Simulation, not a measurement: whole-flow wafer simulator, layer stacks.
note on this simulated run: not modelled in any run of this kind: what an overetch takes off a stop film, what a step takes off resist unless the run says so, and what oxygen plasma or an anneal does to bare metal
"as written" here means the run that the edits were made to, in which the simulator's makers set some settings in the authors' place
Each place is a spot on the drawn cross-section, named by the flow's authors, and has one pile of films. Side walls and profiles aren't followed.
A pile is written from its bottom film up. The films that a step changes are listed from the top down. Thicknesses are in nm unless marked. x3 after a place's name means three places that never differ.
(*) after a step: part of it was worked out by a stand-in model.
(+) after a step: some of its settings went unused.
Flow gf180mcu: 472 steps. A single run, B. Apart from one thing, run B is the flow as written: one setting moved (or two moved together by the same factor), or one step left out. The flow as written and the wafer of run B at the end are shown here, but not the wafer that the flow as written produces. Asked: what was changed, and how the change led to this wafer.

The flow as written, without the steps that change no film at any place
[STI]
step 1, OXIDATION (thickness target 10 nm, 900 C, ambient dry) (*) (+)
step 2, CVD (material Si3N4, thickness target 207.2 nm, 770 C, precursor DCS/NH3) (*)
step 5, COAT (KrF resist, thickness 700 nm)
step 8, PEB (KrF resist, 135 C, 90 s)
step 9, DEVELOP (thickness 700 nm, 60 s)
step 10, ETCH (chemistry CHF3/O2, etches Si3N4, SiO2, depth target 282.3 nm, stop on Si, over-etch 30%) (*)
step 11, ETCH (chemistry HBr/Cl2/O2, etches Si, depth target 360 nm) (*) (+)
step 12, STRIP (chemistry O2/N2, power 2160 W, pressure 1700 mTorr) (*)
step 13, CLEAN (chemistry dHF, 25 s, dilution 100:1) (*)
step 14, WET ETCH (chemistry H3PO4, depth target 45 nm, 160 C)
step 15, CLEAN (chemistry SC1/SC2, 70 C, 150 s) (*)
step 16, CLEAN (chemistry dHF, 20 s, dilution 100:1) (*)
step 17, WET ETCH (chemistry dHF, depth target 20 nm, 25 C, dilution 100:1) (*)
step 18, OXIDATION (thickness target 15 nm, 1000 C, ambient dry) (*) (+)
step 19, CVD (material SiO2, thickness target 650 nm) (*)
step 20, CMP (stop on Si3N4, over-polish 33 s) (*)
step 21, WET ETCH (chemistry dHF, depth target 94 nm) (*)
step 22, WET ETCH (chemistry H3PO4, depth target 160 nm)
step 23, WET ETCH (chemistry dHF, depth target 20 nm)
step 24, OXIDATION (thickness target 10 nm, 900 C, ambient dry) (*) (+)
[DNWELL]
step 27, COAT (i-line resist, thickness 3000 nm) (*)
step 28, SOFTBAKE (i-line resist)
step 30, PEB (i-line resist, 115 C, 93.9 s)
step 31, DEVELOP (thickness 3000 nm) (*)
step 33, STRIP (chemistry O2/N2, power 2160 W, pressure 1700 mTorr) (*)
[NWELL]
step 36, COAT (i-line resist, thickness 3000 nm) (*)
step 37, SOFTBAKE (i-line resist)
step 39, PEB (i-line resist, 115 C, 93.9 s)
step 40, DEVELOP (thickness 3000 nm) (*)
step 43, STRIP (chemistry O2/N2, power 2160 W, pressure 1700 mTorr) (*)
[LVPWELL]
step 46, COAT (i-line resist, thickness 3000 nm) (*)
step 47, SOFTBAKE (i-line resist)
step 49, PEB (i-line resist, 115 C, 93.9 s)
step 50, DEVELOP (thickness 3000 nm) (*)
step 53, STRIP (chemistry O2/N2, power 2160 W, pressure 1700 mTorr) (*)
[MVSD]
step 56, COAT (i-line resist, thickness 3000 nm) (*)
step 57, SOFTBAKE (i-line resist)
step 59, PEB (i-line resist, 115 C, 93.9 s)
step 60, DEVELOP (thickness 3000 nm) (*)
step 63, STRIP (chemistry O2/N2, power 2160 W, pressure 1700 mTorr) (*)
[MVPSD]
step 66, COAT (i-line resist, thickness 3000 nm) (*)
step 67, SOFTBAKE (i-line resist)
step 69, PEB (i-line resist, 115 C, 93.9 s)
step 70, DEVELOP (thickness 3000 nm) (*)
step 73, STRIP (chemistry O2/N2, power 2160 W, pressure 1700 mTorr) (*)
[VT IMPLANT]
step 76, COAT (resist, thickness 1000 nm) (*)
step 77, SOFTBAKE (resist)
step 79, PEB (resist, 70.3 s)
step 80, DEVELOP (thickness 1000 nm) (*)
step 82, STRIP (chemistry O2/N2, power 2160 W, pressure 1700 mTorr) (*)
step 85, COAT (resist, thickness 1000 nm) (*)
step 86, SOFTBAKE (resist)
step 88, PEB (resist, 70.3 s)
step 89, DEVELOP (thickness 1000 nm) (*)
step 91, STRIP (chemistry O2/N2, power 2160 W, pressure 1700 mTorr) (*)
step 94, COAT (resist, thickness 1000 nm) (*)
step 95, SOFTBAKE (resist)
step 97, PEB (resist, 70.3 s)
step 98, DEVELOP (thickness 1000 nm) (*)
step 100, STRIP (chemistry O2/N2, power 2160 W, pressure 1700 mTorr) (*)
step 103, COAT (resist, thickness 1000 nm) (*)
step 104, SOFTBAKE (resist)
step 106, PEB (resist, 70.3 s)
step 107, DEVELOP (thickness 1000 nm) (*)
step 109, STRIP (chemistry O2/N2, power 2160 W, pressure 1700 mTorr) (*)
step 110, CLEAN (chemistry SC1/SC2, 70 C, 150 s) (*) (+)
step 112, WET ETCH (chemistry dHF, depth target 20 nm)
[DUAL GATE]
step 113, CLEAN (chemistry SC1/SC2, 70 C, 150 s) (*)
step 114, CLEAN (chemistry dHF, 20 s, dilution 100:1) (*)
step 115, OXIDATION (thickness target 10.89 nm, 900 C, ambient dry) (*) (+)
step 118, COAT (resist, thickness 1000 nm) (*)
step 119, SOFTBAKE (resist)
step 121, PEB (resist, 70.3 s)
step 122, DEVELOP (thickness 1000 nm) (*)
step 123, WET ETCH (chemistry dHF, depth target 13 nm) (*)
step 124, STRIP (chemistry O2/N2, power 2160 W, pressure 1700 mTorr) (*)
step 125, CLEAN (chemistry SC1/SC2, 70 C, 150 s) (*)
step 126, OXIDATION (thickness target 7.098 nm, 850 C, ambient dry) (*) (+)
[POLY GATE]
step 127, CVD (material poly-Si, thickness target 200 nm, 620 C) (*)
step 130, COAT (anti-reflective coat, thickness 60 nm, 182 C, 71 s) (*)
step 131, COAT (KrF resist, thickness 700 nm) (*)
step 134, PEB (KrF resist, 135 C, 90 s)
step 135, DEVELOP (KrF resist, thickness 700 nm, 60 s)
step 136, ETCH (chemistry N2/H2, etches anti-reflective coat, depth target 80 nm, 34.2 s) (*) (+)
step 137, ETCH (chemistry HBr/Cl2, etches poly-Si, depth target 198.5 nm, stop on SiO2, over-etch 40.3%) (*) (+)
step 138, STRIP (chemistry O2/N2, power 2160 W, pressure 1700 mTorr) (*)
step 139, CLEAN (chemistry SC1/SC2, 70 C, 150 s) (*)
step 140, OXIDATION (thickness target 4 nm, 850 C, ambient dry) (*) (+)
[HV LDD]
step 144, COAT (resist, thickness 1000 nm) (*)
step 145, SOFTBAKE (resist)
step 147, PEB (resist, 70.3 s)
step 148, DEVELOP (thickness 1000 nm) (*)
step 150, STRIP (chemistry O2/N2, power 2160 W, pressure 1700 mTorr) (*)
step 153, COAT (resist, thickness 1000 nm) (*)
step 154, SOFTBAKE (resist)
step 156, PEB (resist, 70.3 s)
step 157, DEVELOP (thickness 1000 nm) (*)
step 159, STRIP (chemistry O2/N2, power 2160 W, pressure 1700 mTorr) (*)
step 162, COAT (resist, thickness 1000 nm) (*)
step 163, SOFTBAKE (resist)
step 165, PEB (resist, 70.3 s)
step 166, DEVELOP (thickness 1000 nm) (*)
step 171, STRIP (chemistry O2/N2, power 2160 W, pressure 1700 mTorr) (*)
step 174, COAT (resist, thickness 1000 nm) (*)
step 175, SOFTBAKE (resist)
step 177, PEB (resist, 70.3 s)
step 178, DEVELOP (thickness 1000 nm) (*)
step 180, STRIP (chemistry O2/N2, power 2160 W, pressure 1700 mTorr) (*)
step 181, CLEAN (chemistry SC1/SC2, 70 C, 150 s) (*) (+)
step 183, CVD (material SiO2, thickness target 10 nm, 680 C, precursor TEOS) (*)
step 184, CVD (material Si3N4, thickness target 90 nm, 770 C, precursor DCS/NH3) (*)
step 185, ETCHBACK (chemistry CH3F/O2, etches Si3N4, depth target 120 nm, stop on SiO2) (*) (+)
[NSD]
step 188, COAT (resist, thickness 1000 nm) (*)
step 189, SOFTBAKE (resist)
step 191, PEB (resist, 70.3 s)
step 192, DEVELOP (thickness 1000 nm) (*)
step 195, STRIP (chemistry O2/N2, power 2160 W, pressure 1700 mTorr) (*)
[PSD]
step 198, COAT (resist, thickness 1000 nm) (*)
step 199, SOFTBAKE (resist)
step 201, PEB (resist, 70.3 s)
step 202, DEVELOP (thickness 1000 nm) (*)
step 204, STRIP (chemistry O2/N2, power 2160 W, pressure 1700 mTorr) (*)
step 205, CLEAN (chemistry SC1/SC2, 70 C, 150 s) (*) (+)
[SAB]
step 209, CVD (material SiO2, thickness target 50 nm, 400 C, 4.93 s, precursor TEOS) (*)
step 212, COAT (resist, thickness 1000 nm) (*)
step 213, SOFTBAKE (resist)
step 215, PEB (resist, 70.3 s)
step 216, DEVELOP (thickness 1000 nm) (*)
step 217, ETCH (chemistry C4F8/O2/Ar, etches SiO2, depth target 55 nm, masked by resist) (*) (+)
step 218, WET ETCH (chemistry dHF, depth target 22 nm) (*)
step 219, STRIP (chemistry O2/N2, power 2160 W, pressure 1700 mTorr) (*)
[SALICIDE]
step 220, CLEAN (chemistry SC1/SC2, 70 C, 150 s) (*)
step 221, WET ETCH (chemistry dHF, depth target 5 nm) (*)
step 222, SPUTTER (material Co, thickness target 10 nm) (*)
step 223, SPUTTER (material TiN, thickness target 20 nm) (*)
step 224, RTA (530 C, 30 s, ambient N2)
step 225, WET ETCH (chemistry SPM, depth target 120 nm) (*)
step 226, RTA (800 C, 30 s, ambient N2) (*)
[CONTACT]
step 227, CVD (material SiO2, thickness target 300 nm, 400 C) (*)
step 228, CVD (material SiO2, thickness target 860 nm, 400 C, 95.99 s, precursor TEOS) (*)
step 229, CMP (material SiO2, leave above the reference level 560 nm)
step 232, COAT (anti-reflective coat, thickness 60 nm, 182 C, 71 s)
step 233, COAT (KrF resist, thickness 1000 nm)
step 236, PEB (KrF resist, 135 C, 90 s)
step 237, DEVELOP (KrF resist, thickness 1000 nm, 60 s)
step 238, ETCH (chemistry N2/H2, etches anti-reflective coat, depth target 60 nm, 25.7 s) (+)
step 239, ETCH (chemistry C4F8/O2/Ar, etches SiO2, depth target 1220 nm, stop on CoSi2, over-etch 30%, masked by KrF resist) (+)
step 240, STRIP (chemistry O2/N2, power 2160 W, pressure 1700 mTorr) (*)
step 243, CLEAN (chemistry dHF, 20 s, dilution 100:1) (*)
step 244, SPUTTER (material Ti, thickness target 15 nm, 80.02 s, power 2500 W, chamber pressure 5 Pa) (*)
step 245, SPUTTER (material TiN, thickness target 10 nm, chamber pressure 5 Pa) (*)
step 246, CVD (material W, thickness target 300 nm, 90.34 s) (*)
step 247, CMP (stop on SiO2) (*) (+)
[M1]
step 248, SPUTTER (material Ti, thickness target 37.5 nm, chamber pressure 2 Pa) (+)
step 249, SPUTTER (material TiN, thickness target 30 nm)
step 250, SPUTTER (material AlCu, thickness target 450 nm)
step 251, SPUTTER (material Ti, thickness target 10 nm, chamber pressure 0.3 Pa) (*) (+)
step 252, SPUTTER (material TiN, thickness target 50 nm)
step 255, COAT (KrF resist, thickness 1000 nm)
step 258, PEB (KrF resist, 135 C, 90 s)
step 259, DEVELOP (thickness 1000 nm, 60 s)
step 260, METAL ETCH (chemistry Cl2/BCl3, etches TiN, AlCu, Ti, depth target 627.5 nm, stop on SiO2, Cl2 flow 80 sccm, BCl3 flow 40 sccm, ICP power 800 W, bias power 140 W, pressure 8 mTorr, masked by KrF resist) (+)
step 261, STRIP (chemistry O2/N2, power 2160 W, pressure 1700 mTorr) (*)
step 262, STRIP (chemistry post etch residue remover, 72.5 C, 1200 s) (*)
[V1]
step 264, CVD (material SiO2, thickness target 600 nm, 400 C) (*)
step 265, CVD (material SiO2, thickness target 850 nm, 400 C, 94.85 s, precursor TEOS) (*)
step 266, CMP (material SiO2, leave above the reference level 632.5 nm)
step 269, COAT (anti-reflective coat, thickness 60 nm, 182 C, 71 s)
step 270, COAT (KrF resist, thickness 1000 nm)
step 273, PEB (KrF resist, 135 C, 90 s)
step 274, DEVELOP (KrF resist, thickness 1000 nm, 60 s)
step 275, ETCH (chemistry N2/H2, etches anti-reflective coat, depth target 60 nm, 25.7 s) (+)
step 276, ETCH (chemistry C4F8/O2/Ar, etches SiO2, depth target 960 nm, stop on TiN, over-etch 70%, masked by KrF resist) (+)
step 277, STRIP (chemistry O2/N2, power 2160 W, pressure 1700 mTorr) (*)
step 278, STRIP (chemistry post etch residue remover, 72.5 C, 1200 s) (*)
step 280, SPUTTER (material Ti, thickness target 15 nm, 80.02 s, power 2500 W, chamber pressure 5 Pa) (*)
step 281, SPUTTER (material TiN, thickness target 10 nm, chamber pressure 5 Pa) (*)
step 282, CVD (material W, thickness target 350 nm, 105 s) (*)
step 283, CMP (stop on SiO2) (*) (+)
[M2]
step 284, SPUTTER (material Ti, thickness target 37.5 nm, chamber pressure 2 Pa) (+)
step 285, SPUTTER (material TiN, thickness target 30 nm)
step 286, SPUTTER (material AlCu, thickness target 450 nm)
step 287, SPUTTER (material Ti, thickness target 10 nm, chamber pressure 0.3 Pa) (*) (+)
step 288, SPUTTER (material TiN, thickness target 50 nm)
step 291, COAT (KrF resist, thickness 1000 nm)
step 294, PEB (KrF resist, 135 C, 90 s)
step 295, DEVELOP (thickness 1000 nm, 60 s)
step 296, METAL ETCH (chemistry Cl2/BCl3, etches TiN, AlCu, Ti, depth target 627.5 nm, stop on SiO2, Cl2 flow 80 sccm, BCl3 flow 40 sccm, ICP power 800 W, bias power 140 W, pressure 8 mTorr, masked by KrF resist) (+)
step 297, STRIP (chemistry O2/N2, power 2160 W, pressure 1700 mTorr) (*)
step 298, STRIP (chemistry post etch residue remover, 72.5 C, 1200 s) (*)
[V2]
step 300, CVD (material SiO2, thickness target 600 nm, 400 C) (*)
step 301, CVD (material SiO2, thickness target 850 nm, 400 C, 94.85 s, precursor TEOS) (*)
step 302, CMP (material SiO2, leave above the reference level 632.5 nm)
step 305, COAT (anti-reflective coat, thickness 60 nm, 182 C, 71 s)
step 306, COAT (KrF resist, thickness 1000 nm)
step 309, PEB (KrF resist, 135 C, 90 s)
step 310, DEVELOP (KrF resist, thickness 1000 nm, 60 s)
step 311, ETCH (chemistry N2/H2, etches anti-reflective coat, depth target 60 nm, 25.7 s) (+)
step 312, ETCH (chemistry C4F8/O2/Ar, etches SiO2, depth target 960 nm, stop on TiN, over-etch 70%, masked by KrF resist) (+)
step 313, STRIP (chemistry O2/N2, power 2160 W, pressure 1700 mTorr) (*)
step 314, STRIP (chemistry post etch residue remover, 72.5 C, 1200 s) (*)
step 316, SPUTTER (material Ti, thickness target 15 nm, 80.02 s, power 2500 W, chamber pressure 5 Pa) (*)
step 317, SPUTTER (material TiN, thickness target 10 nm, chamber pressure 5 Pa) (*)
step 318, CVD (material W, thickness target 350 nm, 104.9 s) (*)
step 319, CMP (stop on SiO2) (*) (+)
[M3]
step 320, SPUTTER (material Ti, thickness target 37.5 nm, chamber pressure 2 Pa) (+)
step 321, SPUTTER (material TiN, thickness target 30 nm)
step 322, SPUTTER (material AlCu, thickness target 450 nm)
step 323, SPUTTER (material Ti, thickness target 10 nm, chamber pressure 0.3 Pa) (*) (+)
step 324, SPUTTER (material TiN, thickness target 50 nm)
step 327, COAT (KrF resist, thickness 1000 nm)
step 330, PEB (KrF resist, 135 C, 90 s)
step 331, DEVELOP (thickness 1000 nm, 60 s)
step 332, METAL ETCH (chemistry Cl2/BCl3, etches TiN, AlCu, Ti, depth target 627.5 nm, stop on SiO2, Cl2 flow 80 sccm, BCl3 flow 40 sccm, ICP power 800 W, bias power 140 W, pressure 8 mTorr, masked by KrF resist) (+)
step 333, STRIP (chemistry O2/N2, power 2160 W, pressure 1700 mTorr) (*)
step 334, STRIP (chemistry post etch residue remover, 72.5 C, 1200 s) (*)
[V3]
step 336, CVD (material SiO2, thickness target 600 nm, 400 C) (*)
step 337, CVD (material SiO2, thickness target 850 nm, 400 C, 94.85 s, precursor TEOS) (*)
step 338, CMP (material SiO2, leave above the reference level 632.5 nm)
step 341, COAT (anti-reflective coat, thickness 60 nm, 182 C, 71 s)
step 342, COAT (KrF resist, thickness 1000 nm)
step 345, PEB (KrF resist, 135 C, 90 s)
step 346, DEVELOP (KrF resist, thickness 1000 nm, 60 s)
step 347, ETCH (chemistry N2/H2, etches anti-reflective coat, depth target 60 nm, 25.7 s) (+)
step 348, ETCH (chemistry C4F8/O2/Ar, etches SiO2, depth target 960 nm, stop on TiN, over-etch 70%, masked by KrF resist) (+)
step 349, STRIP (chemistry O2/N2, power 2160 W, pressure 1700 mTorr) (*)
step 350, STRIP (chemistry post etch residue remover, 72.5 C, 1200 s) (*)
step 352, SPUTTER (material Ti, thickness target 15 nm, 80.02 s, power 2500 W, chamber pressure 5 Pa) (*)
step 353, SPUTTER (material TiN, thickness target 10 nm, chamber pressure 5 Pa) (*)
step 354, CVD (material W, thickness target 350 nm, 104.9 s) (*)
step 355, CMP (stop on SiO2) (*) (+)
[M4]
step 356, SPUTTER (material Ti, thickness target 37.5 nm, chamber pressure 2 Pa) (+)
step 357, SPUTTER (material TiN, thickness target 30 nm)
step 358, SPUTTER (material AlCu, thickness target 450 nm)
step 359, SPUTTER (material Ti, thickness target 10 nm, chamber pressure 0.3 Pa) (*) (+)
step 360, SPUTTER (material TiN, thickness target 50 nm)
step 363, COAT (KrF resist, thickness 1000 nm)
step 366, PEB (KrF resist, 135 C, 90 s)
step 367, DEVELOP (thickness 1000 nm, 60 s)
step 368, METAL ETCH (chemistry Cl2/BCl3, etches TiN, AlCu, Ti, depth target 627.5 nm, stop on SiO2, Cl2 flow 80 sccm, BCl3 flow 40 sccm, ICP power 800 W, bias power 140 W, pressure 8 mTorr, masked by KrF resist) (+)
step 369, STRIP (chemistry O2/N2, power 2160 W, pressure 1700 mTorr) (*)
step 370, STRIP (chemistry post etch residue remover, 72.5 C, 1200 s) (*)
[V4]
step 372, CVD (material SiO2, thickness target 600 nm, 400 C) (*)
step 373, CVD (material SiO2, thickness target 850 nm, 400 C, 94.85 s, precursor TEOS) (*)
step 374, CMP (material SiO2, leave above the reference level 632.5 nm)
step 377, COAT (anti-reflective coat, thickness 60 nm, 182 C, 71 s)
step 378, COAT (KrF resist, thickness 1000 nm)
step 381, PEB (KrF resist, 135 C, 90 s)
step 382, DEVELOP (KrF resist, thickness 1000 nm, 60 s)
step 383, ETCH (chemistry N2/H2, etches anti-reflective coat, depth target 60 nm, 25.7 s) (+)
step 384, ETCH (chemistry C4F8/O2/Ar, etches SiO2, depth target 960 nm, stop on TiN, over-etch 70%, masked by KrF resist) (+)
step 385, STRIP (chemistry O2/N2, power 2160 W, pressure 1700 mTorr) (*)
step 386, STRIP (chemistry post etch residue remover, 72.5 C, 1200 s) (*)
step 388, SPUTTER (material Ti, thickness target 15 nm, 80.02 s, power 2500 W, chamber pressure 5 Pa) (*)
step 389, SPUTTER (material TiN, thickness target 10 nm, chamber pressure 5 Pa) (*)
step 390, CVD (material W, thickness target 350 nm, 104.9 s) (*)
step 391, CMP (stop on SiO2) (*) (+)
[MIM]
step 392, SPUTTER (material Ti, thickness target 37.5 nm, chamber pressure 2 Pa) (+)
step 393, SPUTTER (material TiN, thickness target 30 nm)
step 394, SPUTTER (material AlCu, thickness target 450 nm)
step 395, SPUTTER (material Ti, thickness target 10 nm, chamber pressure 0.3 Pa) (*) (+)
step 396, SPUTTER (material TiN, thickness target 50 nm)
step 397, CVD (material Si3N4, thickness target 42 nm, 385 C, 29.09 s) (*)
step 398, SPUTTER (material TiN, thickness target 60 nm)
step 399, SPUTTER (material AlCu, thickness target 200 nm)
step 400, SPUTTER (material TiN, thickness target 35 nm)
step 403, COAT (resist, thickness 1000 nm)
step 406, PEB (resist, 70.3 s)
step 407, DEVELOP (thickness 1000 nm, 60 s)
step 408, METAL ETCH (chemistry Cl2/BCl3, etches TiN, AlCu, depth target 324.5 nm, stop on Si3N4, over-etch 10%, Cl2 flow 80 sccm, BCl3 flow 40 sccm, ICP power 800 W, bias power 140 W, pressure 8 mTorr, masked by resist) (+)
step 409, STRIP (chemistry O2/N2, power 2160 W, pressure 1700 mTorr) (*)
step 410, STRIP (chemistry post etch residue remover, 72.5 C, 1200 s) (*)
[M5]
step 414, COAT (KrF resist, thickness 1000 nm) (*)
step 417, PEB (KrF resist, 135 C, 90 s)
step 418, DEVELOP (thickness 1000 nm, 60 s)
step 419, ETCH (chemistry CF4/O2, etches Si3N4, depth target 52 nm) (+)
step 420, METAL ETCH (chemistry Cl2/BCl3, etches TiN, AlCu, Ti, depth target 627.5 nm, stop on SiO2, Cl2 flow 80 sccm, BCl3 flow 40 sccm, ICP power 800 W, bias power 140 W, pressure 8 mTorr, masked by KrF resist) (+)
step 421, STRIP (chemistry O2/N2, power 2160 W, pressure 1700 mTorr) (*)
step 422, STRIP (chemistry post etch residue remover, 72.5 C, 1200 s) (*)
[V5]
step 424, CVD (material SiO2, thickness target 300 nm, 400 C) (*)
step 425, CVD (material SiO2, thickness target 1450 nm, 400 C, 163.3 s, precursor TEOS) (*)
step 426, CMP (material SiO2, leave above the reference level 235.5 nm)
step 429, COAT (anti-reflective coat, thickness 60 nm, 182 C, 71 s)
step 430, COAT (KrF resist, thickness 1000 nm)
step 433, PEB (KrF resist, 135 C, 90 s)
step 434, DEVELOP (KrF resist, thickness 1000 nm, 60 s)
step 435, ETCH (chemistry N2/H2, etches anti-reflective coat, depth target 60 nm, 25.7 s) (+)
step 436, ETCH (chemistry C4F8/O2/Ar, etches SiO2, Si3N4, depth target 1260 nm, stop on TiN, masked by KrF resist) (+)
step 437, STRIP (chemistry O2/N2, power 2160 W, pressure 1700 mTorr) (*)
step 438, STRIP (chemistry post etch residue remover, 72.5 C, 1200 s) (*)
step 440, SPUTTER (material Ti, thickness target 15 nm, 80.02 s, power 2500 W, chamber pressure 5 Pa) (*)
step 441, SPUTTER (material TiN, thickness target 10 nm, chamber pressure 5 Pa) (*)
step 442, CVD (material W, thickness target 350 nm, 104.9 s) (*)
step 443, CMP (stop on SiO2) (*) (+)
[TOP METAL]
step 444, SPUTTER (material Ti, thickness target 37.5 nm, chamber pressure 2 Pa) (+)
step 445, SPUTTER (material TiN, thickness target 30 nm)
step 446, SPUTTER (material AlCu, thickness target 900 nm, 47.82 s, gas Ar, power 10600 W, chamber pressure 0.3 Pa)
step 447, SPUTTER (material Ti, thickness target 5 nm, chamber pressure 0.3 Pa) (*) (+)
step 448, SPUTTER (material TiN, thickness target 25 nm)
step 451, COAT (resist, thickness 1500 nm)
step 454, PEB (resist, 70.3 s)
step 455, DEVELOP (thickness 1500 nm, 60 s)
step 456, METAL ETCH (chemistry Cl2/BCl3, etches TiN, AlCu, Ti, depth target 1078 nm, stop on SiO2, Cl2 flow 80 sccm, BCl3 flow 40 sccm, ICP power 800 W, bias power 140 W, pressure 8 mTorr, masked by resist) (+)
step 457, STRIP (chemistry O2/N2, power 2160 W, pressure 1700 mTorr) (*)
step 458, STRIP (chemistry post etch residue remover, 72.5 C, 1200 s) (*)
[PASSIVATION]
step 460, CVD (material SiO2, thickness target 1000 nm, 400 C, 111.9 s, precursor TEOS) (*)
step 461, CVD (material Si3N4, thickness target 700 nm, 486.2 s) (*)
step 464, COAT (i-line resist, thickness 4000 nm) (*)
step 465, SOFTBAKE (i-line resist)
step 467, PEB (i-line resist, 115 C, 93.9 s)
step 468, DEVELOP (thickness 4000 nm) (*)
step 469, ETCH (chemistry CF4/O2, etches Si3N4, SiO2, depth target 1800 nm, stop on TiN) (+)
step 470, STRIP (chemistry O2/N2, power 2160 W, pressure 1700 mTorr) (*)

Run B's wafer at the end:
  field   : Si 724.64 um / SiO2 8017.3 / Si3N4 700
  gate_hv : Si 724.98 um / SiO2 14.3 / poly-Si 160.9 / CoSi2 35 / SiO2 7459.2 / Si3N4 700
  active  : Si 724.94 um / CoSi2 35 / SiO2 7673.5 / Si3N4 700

What caused this: step 229, CMP: leave above the reference level 350 nm was run, though the flow has leave above the reference level 560 nm.

Step by step, how the change led to this:
  step 229, CMP (material SiO2, leave above the reference level 560 nm)
      gate_hv, gate_nat, ld_gate_n and 11 more: SiO2 loses 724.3 (as written it would have been: SiO2 loses 514.3)
      ldn_sep__w1, ldn_sep__w2, ldn_dft and 8 more: SiO2 loses 521 (as written it would have been: SiO2 loses 311)
      (and at 86 other places as well)
  step 239, ETCH (chemistry C4F8/O2/Ar, etches SiO2, depth target 1220 nm, stop on CoSi2, over-etch 30%, masked by KrF resist) (+)
      field, field__w1, field__w2 and 105 more: KrF resist loses 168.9 (as written it would have been: KrF resist loses 223.5)
      polyc_n, polyc_p: SiO2 loses 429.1 (all of it) (as written it would have been: SiO2 loses 639.1 (all of it))
      (and at 1 other place as well)
  step 240, STRIP (chemistry O2/N2, power 2160 W, pressure 1700 mTorr) (*)
      field, field__w1, field__w2 and 105 more: KrF resist loses 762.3 (all of it), anti-reflective coat loses 60 (all of it) (as written it would have been: KrF resist loses 707.7 (all of it), anti-reflective coat loses 60 (all of it))
  step 244, SPUTTER (material Ti, thickness target 15 nm, 80.02 s, power 2500 W, chamber pressure 5 Pa) (*)
      contact: Ti gains 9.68 (new film) (as written it would have been: Ti gains 8.55 (new film))
  step 245, SPUTTER (material TiN, thickness target 10 nm, chamber pressure 5 Pa) (*)
      contact: TiN gains 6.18 (new film) (as written it would have been: TiN gains 5.48 (new film))
  step 246, CVD (material W, thickness target 300 nm, 90.34 s) (*)
      polyc_n, polyc_p: W gains 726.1 (new film) (as written it would have been: W gains 936.1 (new film))
      contact: W gains 955.7 (new film) (as written it would have been: W gains 1167.5 (new film))
